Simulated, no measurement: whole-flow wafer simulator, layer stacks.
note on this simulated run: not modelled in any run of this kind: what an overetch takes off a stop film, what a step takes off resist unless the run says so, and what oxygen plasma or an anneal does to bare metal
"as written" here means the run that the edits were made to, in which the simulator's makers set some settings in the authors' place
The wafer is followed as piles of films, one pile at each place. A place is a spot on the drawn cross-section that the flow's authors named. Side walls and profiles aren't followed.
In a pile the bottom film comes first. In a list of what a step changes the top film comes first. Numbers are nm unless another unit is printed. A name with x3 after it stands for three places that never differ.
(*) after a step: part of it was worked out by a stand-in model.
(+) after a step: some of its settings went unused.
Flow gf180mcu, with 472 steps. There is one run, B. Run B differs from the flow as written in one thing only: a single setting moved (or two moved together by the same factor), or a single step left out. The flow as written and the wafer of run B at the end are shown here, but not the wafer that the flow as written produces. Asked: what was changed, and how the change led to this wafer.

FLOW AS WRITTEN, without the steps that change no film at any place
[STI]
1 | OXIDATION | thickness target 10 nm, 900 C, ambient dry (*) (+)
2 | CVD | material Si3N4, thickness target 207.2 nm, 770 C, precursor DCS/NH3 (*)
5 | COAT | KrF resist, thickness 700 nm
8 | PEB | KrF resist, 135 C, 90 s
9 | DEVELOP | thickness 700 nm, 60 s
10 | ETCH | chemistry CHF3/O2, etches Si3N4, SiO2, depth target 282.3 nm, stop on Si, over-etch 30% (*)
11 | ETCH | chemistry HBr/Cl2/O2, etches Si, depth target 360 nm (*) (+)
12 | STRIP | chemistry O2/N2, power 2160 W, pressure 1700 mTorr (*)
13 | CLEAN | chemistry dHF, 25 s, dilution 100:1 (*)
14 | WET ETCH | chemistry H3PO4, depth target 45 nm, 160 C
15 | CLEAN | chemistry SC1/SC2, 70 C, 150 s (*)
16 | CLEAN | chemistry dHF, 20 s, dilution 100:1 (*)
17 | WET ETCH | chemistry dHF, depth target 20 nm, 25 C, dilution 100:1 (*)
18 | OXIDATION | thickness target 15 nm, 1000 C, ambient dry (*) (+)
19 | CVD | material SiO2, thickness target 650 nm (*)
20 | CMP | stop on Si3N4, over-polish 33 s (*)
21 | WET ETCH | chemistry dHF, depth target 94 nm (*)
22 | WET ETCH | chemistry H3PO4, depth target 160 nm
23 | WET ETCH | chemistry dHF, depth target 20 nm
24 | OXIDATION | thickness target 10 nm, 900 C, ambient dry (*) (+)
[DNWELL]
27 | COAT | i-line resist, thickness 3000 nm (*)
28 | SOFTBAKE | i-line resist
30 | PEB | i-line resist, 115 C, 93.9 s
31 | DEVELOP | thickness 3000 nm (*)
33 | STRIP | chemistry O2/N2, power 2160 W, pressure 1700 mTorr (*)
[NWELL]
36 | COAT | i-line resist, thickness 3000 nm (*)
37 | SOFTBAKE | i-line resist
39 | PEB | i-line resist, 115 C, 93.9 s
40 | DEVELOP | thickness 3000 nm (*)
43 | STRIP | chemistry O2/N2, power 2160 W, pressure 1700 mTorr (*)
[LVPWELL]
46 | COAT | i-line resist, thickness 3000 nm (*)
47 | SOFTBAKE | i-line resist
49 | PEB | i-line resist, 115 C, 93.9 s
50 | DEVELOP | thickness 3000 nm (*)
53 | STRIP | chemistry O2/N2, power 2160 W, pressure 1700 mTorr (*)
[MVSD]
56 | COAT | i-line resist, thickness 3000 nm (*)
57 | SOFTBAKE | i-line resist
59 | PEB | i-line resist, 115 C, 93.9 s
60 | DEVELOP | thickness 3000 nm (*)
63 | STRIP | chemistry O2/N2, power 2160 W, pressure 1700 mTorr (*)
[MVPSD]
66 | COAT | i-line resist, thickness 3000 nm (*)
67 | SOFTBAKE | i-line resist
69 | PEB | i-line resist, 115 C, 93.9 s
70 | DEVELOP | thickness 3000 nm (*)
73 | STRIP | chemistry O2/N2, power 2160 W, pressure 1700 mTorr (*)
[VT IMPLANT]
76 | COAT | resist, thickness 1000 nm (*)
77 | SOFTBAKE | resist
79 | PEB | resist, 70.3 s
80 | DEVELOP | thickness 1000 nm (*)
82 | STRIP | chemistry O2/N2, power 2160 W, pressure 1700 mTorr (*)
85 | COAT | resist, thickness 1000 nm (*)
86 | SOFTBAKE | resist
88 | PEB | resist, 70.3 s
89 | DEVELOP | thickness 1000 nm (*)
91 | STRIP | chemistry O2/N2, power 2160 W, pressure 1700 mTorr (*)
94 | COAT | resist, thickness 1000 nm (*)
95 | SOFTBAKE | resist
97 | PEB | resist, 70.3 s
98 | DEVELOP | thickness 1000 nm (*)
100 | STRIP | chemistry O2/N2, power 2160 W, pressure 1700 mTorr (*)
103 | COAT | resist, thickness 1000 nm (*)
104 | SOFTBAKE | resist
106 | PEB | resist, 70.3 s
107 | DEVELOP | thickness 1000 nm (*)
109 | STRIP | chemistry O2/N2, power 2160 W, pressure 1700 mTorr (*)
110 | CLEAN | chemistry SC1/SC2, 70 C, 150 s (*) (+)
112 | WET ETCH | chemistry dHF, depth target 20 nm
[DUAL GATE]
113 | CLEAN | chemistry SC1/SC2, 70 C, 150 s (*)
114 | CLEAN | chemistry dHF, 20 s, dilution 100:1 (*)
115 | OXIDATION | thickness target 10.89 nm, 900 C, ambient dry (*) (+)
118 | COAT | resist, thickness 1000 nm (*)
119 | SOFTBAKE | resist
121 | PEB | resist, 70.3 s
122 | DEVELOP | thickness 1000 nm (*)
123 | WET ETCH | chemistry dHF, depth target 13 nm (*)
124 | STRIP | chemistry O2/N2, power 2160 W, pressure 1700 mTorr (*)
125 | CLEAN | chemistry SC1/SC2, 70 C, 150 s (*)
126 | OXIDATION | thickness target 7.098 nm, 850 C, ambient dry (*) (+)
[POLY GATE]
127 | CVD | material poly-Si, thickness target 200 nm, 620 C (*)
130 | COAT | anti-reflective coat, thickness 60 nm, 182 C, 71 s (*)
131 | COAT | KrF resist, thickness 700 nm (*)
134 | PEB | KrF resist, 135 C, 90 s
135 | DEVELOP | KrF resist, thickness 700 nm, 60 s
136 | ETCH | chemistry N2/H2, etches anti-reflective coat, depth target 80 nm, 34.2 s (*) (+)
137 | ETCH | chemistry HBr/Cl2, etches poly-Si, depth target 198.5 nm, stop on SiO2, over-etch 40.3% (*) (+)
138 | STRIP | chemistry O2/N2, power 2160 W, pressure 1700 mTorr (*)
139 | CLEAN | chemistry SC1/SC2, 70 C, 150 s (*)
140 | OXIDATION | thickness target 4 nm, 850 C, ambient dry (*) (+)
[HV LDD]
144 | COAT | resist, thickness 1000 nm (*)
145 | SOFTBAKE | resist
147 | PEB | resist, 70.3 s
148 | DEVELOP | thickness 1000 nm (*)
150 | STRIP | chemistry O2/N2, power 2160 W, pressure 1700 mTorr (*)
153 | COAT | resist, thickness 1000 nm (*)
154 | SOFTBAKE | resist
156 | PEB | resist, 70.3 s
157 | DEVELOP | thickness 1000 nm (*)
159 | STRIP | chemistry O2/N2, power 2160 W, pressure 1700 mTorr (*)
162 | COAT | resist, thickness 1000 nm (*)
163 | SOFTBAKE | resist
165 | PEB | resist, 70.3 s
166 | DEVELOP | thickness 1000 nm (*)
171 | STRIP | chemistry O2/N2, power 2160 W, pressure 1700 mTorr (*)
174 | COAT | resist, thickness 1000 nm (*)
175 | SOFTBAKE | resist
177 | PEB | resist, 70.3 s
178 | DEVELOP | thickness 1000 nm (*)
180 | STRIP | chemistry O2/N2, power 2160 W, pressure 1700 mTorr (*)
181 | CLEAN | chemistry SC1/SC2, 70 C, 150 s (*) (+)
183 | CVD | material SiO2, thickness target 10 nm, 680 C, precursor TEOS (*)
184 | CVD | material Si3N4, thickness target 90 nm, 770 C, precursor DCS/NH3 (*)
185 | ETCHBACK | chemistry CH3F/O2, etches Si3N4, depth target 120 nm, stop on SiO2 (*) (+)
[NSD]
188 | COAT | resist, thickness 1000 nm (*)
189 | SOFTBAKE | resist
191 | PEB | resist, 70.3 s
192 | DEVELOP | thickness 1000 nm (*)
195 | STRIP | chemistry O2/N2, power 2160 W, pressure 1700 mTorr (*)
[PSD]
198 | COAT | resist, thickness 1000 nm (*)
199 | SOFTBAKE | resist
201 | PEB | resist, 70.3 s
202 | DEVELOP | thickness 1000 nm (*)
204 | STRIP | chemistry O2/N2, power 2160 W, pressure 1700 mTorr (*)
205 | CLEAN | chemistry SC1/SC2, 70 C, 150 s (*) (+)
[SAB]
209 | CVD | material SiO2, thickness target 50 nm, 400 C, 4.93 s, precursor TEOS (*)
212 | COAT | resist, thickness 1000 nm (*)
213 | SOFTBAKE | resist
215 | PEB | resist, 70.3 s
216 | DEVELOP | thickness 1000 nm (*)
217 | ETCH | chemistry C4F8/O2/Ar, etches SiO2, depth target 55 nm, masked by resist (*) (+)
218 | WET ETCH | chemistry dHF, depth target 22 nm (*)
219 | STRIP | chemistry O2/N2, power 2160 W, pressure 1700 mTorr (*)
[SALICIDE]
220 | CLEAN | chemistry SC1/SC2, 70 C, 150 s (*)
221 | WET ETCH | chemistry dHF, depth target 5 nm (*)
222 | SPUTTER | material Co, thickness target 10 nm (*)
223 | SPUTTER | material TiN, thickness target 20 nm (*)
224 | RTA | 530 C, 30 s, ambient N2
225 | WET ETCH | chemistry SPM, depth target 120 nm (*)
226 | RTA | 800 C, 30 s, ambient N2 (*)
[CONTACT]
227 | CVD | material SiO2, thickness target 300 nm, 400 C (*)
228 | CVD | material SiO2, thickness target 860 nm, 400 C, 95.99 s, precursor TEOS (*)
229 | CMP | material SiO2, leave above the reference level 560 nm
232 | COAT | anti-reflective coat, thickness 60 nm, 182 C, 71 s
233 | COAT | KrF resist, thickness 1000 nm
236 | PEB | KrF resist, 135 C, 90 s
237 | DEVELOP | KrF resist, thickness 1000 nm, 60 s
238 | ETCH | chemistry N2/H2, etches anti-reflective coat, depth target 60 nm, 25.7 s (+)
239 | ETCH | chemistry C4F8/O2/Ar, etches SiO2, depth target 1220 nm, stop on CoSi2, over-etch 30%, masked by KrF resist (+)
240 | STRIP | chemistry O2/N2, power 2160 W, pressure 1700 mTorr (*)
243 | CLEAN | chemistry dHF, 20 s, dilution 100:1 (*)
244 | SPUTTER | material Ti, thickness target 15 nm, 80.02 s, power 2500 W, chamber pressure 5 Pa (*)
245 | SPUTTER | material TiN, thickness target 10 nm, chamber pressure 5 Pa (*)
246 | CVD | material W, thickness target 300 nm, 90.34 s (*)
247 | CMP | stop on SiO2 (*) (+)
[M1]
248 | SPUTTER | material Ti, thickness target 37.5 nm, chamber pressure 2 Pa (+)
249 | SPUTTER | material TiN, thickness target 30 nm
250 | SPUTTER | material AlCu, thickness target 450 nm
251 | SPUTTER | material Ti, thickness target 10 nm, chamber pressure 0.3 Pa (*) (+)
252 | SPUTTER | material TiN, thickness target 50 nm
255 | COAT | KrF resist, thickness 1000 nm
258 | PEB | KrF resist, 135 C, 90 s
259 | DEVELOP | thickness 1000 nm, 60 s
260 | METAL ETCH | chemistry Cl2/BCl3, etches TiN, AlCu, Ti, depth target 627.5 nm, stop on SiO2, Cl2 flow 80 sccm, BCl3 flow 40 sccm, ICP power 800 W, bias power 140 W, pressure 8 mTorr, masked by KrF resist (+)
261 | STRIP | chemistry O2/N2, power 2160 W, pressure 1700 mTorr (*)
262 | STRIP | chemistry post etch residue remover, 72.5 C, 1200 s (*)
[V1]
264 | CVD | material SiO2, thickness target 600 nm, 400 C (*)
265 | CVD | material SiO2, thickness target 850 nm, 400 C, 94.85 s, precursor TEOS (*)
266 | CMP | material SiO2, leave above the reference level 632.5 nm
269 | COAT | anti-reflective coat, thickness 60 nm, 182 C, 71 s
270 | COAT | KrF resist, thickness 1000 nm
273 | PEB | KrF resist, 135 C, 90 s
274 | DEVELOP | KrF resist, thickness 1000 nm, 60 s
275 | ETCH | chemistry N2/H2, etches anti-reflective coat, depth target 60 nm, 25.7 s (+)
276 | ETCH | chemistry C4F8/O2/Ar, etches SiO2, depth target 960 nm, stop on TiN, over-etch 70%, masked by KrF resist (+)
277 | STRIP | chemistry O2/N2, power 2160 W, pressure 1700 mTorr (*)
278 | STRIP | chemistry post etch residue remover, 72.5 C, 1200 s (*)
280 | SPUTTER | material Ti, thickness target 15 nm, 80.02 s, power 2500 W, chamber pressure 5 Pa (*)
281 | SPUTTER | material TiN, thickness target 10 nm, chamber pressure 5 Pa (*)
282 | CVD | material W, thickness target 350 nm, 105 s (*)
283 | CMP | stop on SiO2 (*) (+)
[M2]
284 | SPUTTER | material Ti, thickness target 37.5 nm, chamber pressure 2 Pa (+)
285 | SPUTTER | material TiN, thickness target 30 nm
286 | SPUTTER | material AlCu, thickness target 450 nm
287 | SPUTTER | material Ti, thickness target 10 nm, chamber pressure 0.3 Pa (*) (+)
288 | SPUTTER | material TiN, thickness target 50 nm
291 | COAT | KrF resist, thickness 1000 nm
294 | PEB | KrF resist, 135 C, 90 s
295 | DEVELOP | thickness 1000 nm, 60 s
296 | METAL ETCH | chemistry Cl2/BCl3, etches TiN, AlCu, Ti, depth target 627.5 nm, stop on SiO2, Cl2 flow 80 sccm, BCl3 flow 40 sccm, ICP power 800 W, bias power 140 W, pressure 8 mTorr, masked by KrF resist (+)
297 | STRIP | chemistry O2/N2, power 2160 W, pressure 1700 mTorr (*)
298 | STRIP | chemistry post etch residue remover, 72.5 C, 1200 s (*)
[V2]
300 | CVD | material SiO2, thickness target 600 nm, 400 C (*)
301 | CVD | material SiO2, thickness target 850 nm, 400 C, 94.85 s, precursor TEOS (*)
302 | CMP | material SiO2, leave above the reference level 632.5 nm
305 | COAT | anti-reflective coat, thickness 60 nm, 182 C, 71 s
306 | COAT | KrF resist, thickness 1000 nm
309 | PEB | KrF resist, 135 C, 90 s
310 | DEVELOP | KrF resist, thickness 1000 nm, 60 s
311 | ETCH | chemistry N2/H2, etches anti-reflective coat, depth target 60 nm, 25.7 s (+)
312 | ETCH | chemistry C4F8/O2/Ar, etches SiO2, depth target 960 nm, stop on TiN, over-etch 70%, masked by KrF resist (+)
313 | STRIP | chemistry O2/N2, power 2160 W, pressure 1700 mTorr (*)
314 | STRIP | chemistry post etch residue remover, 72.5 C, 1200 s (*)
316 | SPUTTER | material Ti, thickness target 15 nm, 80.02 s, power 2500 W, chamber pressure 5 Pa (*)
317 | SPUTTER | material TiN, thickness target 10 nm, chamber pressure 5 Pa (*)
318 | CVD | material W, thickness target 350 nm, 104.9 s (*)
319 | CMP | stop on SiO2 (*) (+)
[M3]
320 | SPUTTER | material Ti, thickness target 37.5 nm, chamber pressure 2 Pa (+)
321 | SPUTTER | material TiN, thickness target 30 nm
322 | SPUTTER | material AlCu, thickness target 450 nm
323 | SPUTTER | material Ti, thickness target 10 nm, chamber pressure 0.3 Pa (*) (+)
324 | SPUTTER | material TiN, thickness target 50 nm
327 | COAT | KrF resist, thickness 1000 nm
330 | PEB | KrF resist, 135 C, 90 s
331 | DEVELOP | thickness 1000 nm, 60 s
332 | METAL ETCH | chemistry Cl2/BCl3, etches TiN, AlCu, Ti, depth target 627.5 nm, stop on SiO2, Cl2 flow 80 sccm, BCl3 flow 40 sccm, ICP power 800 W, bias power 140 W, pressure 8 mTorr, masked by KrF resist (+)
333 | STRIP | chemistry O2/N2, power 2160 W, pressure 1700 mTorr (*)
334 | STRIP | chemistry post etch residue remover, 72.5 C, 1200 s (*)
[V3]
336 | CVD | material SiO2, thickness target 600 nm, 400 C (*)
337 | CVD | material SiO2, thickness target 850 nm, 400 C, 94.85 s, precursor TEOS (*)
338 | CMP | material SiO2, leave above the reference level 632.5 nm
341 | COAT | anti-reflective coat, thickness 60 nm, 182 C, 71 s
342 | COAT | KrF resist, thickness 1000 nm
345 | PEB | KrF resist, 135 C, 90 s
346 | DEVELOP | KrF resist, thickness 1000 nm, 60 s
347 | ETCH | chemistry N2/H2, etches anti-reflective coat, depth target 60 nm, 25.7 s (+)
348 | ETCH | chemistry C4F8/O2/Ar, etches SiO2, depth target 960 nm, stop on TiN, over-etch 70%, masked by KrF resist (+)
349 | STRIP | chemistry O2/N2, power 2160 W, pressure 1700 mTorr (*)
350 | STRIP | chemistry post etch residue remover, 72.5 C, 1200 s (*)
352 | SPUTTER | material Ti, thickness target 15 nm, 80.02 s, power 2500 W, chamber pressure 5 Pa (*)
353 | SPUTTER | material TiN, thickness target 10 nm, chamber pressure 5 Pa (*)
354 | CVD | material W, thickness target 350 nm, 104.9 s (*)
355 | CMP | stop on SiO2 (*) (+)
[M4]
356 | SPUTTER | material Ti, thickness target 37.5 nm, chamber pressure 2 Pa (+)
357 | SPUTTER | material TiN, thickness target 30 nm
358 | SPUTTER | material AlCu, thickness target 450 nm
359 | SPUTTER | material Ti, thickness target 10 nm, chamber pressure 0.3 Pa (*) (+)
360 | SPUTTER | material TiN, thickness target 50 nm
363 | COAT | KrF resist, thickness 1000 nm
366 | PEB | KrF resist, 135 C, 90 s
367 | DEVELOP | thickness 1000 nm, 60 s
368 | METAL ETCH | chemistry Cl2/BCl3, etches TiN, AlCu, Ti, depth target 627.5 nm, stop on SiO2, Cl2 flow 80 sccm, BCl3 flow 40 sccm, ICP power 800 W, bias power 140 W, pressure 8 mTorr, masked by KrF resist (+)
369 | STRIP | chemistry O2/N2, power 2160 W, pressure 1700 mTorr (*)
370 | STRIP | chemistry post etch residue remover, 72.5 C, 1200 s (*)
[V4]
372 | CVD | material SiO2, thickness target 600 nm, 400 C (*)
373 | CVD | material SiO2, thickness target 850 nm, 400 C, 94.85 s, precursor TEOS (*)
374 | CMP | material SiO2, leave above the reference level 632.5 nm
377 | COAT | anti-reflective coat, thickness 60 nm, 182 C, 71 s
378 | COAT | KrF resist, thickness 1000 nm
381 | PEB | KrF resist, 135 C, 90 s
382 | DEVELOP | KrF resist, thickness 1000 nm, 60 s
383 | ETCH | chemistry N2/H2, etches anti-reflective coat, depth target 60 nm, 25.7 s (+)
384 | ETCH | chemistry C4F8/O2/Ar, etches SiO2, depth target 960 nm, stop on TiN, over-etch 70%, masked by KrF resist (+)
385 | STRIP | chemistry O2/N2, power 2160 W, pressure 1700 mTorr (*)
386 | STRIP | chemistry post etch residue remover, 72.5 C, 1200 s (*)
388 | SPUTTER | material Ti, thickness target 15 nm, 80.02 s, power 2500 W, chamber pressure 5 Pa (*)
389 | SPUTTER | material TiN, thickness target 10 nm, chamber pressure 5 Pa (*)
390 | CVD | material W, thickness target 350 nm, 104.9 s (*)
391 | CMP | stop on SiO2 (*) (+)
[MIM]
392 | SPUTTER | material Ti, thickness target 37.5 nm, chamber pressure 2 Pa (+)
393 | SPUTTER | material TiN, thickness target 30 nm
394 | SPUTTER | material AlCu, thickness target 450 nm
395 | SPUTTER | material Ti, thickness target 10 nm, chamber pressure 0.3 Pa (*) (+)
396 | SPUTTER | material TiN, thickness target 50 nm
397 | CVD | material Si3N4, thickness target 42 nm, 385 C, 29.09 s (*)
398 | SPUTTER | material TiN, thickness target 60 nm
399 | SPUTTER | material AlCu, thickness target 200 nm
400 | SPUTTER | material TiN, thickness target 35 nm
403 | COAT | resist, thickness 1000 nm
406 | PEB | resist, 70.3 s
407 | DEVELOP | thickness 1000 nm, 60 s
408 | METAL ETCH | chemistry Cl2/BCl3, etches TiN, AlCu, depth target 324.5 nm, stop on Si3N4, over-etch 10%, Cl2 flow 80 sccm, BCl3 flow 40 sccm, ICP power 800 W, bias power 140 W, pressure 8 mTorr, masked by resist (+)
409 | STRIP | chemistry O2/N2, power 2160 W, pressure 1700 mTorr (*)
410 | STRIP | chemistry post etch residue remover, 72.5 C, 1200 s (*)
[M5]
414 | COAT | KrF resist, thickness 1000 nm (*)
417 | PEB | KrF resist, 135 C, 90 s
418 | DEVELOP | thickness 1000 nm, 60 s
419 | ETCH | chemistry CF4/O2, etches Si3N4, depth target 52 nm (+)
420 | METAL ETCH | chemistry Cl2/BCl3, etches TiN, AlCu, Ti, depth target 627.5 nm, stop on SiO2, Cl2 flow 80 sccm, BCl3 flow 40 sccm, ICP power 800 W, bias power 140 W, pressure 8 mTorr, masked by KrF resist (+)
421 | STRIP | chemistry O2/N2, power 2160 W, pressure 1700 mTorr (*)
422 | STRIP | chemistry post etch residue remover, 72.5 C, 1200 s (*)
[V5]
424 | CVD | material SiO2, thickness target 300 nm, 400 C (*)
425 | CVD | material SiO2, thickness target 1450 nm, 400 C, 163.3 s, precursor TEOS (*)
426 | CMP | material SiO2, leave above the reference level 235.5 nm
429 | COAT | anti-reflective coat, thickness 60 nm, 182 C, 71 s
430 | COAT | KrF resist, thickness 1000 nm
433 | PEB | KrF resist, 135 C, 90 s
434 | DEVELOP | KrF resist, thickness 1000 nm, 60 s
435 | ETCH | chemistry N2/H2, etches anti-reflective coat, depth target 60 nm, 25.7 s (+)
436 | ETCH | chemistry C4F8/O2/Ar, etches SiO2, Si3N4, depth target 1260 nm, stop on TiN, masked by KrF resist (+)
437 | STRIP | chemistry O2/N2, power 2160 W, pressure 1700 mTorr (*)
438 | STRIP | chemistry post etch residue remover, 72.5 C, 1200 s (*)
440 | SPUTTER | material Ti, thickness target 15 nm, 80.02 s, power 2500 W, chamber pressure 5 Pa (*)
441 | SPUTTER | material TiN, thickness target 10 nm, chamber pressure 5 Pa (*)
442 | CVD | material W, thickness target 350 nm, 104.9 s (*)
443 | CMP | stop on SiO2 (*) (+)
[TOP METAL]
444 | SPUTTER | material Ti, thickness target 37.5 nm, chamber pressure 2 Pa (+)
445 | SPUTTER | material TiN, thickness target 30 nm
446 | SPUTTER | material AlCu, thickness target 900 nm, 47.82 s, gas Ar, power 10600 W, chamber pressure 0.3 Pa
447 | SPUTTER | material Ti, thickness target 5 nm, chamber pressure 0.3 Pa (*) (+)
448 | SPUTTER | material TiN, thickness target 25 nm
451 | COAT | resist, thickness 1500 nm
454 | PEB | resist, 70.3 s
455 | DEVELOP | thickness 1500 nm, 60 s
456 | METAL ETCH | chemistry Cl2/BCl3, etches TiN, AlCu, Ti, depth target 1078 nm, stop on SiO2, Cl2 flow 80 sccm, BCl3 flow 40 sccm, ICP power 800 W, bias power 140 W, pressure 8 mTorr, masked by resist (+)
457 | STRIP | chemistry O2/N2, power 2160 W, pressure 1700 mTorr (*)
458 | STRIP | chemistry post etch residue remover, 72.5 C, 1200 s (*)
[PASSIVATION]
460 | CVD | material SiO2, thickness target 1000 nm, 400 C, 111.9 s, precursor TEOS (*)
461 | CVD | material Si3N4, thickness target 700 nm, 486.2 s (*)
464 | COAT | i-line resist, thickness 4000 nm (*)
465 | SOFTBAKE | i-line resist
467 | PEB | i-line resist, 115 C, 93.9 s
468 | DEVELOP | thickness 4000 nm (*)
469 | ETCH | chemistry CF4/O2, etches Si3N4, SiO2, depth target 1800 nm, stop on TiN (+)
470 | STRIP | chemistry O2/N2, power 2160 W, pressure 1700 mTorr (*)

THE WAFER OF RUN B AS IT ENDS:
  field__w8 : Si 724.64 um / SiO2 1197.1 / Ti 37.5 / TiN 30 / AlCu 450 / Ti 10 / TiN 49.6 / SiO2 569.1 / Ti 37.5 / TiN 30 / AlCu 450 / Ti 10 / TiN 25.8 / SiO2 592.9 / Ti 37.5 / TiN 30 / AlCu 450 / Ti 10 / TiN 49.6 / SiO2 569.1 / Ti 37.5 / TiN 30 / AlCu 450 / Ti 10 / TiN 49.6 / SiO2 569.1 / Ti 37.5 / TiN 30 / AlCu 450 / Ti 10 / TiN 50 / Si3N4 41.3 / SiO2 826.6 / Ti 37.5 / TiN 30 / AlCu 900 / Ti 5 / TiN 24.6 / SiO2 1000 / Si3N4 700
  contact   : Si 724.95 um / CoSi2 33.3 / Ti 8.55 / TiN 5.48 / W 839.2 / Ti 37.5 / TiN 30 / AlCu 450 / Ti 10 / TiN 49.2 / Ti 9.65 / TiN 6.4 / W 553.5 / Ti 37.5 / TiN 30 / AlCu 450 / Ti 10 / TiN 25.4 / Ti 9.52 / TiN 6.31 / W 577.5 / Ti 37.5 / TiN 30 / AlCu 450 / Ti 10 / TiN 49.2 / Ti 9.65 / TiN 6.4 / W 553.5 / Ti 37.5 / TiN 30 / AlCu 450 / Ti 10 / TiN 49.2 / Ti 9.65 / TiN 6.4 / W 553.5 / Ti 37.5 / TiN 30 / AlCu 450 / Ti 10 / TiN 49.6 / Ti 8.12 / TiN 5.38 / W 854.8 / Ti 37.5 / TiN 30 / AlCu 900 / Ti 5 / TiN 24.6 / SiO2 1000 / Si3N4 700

What caused this: step 288, SPUTTER: thickness target 26.2 nm was run, whereas the flow has thickness target 50 nm.

The path from the change to this, step by step:
  288 | SPUTTER | material TiN, thickness target 50 nm
      field, field__w1, field__w2 and 108 more: TiN gains 26.2 (new film) (as written it would have been: TiN gains 50 (new film))
  296 | METAL ETCH | chemistry Cl2/BCl3, etches TiN, AlCu, Ti, depth target 627.5 nm, stop on SiO2, Cl2 flow 80 sccm, BCl3 flow 40 sccm, ICP power 800 W, bias power 140 W, pressure 8 mTorr, masked by KrF resist (+)
      field, field__w1, field__w2 and 103 more: TiN loses 26.2 (all of it), Ti loses 10 (all of it), AlCu loses 450 (all of it), TiN loses 30 (all of it), Ti loses 37.5 (all of it) (as written it would have been: TiN loses 50 (all of it), Ti loses 10 (all of it), AlCu loses 450 (all of it), TiN loses 30 (all of it), Ti loses 37.5 (all of it))
  302 | CMP | material SiO2, leave above the reference level 632.5 nm
      field__w8, contact, m1, m1__w1, m1_nw: SiO2 loses 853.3 (as written it would have been: SiO2 loses 877.1)
  312 | ETCH | chemistry C4F8/O2/Ar, etches SiO2, depth target 960 nm, stop on TiN, over-etch 70%, masked by KrF resist (+)
      contact: SiO2 loses 596.3 (all of it) (as written it would have been: SiO2 loses 572.5 (all of it))
  318 | CVD | material W, thickness target 350 nm, 104.9 s (*)
      contact: W gains 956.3 (new film) (as written it would have been: W gains 932.3 (new film))
